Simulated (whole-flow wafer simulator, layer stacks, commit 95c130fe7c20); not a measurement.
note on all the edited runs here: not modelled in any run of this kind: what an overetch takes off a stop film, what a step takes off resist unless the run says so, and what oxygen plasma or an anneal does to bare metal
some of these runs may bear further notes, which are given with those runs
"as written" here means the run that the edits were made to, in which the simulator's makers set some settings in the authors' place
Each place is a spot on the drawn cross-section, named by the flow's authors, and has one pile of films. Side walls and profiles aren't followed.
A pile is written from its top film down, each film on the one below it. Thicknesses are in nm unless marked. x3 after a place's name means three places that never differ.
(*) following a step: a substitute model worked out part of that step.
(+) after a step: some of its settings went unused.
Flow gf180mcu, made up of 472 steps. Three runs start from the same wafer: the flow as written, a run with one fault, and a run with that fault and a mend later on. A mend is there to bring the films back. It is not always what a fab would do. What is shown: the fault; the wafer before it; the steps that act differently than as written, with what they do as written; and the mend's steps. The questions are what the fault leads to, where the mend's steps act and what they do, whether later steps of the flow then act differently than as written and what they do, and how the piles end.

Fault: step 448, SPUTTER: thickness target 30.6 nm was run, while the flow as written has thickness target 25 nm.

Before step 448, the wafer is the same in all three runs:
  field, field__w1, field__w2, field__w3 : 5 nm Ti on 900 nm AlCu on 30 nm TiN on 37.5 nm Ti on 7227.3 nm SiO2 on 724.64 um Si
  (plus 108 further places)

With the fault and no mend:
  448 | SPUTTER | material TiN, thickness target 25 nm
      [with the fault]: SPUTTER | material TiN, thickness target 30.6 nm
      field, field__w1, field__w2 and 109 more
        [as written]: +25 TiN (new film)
        [with the fault]: +30.6 TiN (new film)
  Steps further on in the flow that do not act as written (4 more steps, not shown, differ only slightly: by at most 2% or 0.5 nm, whichever is larger):
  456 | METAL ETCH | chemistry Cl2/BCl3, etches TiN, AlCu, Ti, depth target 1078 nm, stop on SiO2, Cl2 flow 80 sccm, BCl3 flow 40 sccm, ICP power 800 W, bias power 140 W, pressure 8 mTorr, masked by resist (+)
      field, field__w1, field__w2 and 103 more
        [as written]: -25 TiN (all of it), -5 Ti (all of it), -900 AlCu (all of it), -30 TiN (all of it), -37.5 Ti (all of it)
        [with the fault]: -30.6 TiN (all of it), -5 Ti (all of it), -900 AlCu (all of it), -30 TiN (all of it), -37.5 Ti (all of it)
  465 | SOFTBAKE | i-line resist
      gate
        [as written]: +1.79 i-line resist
        [with the fault]: -0.31 i-line resist
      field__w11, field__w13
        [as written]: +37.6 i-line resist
        [with the fault]: +31.3 i-line resist
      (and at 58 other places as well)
  By the end, the piles at field__w8, contact, m1, m1__w1, pad, m1_nw depart from the flow's by more than 2% or 0.5 nm, whichever is larger.
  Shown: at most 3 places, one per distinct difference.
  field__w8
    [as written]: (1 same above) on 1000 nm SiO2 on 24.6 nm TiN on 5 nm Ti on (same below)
    [with the fault]: (1 same above) on 1000 nm SiO2 on 30.2 nm TiN on 5 nm Ti on (same below)
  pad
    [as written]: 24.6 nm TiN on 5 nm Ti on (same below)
    [with the fault]: 30.2 nm TiN on 5 nm Ti on (same below)

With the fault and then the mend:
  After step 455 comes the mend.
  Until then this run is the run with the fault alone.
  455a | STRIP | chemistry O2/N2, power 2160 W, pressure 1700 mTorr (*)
      field__w8, contact, m1, m1__w1, pad, m1_nw
        -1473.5 resist (all of it)
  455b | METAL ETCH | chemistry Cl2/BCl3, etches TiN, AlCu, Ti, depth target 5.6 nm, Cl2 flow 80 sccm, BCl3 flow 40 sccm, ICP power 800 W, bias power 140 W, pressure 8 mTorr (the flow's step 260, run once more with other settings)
      field, field__w1, field__w2 and 109 more
        -5.6 TiN
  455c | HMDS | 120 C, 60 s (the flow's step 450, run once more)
      alters no film at any place that is followed
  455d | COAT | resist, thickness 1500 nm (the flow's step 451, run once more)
      field, field__w1, field__w2 and 109 more
        +1500 resist (new film)
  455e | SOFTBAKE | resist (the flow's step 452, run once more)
      alters no film at any place that is followed
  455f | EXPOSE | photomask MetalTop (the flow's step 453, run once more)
      alters no film at any place that is followed
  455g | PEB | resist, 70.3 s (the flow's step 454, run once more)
      field, field__w1, field__w2 and 109 more
        -26.5 resist
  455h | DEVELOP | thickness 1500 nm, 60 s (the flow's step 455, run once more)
      field, field__w1, field__w2 and 103 more
        -1473.5 resist (all of it)
  Later steps of the flow that are run all act as written at every place that is followed.
  The piles end the same as the flow's at every place that both follow.
